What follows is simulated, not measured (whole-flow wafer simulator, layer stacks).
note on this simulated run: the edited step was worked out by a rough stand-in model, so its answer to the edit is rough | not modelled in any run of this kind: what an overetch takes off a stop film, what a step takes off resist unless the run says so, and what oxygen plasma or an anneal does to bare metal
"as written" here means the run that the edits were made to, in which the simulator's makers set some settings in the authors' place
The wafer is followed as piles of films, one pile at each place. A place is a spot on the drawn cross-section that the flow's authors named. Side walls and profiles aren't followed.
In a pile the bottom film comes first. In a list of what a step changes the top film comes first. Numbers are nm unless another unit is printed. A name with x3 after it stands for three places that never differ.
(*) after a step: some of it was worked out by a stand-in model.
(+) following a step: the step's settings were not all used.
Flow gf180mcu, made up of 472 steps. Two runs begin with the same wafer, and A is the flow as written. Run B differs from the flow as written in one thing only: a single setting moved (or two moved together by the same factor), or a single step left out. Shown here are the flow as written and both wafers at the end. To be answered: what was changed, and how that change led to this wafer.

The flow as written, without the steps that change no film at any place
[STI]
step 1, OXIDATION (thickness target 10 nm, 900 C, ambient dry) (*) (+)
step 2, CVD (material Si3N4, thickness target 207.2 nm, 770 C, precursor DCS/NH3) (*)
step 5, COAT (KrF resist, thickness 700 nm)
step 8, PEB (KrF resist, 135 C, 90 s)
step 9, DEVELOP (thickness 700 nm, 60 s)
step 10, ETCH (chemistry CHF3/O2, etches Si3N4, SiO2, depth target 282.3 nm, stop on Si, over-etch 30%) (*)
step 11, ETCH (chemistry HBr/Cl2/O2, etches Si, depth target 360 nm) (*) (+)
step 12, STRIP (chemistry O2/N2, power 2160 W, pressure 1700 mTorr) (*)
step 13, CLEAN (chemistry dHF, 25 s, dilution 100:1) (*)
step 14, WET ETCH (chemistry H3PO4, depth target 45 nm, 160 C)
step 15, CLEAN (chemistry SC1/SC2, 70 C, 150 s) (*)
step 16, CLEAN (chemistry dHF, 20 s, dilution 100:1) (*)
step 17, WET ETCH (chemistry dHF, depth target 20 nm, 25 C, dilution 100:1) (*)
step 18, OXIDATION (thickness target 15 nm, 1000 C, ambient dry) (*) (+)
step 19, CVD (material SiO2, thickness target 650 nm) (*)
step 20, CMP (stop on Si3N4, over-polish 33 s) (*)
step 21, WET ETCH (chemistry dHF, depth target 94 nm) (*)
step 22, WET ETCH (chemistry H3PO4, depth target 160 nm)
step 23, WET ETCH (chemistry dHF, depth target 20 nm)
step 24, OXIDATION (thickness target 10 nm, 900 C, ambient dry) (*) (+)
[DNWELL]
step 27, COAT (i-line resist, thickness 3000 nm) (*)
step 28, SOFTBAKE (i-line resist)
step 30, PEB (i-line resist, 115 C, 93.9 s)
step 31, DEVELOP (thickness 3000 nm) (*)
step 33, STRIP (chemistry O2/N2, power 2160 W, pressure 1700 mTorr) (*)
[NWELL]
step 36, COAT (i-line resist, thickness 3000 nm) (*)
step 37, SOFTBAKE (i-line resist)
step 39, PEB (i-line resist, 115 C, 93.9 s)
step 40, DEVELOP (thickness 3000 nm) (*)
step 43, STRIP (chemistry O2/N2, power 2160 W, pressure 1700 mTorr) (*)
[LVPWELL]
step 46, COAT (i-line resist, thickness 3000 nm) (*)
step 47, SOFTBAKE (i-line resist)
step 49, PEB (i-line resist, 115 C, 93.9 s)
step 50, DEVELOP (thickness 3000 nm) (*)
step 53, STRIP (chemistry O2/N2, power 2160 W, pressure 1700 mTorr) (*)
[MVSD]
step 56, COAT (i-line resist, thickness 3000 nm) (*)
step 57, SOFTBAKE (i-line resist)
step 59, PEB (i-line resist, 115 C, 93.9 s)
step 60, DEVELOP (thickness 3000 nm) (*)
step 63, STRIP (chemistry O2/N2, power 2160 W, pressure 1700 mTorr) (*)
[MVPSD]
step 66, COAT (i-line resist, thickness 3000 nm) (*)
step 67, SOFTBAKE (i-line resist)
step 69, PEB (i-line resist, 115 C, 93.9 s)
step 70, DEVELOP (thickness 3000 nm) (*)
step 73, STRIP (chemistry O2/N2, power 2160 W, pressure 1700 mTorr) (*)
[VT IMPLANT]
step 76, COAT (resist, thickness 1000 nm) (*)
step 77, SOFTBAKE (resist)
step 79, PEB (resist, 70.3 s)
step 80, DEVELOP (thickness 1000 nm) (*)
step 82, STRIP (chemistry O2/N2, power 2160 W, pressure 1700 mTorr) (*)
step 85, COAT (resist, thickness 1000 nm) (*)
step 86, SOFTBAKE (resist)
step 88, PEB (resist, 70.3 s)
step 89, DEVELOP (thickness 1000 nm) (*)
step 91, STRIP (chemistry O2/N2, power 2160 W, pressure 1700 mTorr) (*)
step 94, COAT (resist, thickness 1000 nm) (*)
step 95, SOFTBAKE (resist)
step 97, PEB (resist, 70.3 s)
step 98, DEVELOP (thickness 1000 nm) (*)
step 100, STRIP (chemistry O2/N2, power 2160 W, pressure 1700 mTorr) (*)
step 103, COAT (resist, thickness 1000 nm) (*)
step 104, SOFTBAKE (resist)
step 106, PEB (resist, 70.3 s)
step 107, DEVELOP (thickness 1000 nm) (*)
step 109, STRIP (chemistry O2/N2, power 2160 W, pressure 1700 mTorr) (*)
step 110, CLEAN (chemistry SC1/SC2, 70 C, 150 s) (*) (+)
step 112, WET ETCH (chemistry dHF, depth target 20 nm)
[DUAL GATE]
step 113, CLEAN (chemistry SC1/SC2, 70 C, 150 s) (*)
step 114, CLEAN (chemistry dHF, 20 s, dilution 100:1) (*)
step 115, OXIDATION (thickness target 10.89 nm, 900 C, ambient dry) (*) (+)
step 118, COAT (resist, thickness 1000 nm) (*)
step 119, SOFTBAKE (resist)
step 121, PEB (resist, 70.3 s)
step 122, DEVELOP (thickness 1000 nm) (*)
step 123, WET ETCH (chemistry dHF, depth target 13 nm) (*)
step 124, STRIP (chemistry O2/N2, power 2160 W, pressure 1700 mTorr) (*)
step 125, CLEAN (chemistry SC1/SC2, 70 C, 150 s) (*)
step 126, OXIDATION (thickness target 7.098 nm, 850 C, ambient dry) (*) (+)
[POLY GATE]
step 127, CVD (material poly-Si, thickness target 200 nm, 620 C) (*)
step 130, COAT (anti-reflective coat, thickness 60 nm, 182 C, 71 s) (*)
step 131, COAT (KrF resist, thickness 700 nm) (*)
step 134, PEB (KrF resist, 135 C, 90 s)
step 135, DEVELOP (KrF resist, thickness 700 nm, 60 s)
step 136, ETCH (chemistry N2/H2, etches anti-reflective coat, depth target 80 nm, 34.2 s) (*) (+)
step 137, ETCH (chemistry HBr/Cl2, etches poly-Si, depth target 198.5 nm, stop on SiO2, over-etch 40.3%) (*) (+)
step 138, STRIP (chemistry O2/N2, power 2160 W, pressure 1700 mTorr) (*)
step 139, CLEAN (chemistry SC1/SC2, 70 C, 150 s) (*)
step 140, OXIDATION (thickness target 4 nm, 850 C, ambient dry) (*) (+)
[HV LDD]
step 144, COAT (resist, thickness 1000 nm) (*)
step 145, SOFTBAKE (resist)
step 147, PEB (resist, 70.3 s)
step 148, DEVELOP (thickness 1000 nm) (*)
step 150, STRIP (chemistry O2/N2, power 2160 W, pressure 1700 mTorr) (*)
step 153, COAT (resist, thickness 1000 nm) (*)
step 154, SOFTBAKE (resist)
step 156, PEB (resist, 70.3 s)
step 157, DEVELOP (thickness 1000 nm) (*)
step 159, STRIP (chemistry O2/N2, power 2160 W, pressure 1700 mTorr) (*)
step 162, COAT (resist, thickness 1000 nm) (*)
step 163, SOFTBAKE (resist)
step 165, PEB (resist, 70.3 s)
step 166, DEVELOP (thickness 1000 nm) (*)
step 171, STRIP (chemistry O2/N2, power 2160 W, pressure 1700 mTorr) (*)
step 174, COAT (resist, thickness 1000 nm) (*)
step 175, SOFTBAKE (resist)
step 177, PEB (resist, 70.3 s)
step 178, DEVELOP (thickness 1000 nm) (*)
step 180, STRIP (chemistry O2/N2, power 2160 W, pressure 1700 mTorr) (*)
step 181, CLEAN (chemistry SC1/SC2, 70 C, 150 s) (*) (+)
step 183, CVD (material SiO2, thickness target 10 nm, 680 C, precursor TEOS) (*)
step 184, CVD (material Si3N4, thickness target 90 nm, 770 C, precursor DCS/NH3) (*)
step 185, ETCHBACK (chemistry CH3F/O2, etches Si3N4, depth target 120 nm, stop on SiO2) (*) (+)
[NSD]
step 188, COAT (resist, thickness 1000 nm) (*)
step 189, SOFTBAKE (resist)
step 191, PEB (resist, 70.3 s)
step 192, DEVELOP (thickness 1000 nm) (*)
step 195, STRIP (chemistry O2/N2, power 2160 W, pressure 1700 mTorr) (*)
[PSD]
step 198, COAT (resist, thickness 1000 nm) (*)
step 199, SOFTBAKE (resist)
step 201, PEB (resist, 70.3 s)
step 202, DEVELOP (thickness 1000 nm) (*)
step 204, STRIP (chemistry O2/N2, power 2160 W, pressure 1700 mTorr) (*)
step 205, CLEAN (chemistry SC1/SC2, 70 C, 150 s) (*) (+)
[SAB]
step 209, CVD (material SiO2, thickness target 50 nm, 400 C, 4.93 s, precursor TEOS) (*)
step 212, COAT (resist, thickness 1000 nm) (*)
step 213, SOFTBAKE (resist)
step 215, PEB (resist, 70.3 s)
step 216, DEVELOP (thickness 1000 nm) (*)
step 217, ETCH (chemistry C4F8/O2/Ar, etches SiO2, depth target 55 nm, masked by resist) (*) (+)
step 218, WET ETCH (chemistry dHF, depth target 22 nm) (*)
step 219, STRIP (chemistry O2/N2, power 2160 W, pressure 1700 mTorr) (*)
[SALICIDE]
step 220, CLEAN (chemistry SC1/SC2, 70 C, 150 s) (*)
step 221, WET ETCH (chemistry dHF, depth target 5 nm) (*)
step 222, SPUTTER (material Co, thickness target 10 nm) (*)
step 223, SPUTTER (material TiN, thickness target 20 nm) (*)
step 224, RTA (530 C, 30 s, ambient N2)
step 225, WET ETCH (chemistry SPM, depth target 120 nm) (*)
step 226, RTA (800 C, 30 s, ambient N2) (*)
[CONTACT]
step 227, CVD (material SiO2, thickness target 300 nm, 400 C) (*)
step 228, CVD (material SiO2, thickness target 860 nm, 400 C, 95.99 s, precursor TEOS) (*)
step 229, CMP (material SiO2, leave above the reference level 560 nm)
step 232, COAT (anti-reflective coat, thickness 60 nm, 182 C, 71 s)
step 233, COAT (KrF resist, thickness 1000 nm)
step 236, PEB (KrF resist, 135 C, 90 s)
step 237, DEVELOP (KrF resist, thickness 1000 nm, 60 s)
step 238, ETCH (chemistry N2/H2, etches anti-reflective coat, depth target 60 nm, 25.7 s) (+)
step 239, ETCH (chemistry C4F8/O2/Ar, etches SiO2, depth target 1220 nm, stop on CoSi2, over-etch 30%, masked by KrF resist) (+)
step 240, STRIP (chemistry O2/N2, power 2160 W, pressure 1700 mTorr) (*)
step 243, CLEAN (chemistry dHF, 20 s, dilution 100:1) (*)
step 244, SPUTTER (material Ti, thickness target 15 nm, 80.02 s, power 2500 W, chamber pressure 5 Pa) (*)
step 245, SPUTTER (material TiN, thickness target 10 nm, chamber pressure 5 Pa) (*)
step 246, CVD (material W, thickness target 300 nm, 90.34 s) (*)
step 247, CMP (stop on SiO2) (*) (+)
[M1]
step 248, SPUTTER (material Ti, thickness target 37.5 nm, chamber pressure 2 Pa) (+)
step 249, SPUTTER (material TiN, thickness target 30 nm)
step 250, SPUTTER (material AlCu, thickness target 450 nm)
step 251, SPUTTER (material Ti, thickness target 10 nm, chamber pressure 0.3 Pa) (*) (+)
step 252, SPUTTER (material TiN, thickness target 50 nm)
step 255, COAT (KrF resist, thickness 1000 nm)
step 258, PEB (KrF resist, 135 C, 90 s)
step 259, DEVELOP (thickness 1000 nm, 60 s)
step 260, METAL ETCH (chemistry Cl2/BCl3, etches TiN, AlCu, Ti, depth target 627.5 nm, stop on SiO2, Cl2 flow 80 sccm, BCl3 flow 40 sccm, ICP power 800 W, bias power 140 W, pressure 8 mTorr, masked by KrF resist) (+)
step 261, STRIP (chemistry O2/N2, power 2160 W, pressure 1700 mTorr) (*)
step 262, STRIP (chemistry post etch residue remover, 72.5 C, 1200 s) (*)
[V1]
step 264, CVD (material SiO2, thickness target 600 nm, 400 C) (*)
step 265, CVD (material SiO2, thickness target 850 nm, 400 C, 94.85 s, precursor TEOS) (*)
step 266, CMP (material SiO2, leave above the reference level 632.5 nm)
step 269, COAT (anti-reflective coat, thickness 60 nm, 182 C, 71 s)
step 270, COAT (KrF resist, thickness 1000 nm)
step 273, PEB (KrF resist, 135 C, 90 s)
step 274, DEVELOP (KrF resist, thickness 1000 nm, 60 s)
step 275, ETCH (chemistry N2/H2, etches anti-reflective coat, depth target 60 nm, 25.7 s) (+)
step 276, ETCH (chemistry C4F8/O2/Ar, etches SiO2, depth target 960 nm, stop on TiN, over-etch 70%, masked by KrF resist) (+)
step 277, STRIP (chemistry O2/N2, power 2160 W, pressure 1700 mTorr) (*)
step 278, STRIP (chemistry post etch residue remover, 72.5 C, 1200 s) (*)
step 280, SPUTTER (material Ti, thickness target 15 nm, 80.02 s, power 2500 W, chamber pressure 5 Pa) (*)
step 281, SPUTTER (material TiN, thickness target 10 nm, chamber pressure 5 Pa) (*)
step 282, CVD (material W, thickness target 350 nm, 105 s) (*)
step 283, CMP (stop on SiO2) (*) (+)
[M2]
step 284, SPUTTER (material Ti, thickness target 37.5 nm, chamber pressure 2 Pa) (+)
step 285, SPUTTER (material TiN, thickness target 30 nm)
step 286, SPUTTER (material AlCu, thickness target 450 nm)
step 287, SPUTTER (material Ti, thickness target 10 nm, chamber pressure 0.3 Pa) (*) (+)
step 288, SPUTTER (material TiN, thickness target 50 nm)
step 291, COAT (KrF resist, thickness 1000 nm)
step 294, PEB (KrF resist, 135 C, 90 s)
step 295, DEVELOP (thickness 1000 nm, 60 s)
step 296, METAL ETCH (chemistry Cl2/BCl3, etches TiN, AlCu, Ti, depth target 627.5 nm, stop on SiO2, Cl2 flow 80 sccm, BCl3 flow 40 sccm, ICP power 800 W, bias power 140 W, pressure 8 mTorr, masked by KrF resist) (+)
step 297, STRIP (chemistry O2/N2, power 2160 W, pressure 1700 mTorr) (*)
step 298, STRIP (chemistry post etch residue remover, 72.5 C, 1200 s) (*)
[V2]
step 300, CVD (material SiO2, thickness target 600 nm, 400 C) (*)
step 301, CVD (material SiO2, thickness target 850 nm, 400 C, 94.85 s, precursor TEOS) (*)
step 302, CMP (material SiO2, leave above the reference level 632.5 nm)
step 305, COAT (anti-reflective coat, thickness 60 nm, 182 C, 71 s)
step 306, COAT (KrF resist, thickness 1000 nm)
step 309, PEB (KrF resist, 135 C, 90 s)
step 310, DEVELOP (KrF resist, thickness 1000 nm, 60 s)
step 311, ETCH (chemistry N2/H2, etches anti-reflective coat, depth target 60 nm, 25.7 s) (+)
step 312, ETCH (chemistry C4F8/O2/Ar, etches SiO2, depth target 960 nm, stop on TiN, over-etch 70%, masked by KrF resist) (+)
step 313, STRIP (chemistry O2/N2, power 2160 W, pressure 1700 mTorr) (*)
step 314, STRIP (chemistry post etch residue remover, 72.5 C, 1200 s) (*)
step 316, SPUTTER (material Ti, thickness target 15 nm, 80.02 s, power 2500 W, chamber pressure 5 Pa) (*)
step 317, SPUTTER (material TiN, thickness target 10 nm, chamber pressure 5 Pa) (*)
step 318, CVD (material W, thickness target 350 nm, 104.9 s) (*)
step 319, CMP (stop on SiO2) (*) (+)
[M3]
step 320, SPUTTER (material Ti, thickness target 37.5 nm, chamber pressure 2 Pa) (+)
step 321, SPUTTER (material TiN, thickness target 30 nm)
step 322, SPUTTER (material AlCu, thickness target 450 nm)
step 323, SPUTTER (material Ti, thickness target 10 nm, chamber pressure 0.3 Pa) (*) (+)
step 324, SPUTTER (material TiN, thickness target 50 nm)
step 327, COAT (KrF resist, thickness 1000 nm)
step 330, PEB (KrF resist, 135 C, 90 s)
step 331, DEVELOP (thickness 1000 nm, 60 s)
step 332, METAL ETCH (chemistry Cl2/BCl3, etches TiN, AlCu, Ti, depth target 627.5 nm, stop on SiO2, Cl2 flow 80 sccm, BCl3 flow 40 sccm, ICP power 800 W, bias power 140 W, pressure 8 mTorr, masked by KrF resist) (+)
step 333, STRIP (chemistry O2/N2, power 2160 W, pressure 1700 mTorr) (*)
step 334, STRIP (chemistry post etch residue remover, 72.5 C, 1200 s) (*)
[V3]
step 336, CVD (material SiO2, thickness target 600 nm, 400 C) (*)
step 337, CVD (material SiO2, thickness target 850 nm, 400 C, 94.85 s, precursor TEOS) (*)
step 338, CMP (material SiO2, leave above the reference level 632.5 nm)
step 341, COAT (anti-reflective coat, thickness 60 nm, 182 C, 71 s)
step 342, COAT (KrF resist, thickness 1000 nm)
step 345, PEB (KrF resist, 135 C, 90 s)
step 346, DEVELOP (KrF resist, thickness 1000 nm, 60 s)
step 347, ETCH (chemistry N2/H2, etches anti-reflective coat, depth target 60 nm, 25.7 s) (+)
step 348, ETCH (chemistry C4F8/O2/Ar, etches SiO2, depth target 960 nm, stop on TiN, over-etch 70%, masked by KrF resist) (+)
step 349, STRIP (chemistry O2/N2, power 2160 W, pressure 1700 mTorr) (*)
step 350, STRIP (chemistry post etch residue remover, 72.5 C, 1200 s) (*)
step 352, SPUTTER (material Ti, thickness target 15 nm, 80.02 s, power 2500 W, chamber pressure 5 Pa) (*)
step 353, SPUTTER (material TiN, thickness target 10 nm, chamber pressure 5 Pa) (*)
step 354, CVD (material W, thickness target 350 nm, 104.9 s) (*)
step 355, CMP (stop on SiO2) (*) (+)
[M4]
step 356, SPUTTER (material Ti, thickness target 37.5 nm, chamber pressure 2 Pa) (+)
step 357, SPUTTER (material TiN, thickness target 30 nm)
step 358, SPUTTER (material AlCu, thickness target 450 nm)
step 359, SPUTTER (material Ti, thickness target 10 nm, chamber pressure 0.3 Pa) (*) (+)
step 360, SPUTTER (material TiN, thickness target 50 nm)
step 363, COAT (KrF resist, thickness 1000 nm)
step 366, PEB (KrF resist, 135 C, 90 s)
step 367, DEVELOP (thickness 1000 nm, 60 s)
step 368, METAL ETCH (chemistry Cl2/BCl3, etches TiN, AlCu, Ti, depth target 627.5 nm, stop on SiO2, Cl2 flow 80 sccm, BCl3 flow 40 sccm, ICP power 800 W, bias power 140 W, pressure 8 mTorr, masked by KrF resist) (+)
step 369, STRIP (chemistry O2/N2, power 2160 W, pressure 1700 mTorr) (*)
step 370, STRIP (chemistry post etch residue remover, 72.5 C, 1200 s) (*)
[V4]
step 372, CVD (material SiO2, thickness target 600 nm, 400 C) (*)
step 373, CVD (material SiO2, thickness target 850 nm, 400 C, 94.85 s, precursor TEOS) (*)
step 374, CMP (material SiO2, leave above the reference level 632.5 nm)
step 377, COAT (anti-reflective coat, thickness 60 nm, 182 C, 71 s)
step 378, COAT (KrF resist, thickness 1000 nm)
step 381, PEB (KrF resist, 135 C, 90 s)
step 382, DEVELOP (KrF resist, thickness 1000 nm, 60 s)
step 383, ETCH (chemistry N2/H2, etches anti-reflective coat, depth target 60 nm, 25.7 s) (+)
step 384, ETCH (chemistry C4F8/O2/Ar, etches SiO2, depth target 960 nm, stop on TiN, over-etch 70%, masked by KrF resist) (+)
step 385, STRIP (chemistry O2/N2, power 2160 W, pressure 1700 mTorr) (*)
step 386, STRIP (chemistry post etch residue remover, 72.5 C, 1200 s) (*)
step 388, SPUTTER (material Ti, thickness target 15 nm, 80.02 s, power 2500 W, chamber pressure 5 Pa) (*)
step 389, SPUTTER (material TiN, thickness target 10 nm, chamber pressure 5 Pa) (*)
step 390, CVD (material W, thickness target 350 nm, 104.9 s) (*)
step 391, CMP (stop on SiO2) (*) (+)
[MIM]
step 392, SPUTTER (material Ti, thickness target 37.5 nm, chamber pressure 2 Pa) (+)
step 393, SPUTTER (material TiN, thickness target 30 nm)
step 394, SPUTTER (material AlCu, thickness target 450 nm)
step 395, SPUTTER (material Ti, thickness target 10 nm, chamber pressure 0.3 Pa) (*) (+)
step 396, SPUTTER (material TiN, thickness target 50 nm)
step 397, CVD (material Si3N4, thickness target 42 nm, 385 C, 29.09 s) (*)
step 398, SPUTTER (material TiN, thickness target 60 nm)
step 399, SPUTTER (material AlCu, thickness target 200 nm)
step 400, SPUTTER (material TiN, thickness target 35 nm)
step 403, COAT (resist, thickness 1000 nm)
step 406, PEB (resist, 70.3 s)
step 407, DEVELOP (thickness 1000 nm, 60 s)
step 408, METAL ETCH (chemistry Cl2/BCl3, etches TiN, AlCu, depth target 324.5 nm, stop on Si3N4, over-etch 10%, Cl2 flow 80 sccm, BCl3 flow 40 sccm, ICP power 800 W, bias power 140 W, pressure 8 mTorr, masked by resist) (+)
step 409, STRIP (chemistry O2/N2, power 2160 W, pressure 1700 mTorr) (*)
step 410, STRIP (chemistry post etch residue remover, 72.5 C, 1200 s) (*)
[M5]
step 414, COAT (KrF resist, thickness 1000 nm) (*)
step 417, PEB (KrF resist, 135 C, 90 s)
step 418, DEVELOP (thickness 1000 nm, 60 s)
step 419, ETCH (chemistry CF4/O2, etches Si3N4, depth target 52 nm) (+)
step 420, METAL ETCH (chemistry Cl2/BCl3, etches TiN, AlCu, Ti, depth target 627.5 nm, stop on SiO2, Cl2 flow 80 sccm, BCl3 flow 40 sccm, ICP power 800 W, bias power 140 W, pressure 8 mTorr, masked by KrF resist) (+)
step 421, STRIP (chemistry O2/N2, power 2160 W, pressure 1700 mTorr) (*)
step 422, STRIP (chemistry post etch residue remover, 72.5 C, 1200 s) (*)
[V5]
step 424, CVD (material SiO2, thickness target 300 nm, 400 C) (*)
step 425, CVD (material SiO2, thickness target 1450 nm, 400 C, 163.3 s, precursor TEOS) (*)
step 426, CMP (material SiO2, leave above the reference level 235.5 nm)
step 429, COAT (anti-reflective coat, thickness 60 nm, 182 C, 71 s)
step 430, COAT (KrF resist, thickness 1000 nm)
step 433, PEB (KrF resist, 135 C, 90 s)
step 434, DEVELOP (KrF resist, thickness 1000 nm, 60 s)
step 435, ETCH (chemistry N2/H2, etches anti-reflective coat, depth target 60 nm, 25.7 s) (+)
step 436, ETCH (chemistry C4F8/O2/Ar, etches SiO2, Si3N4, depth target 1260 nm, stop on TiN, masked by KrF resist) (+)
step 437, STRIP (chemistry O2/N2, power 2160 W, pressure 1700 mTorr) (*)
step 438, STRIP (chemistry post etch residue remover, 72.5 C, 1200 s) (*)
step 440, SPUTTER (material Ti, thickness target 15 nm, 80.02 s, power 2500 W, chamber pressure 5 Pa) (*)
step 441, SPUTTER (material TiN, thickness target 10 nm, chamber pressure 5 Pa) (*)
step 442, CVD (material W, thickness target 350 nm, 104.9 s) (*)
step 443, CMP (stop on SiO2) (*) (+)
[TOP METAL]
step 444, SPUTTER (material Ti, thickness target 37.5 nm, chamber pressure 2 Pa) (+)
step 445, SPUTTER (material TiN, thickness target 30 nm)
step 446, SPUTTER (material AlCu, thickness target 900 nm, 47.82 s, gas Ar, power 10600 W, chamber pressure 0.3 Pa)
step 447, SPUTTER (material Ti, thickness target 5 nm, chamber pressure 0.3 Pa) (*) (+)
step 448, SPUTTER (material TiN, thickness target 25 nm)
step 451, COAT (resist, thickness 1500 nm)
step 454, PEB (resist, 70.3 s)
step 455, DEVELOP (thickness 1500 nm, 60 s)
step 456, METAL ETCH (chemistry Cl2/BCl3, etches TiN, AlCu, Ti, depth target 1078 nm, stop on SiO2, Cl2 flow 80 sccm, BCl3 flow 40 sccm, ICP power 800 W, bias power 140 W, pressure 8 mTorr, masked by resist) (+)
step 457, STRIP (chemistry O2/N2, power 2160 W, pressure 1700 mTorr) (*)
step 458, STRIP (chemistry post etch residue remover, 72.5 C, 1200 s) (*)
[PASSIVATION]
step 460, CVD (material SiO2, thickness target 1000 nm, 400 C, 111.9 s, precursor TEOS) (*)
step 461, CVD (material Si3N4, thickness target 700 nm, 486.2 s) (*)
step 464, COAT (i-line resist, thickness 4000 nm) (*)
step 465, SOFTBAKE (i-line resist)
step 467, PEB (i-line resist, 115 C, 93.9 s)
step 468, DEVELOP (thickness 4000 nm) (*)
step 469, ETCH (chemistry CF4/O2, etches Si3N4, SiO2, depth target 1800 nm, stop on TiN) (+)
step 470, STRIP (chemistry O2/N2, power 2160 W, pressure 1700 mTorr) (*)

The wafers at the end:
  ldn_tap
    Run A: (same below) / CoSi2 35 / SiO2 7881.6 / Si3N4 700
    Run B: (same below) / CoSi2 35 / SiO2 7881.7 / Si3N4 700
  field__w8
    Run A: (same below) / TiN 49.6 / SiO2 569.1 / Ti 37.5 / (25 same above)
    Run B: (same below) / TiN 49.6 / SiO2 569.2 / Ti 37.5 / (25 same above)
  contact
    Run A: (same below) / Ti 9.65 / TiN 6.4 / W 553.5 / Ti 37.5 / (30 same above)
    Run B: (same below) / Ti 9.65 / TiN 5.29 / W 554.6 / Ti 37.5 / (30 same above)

What caused this: step 317, SPUTTER: thickness target 8.25 nm was run, whereas the flow has thickness target 10 nm.

Step by step, how the change led to this:
  step 317, SPUTTER (material TiN, thickness target 10 nm, chamber pressure 5 Pa) (*)
      field, field__w1, field__w2 and 107 more: A TiN gains 10 (new film) | B TiN gains 8.25 (new film)
      contact: A TiN gains 6.4 (new film) | B TiN gains 5.29 (new film)
  step 319, CMP (stop on SiO2) (*) (+)
      field, field__w1, field__w2 and 107 more: A W loses 350 (all of it), TiN loses 10 (all of it), Ti loses 15 (all of it), SiO2 loses 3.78 | B W loses 350 (all of it), TiN loses 8.25 (all of it), Ti loses 15 (all of it), SiO2 loses 3.77
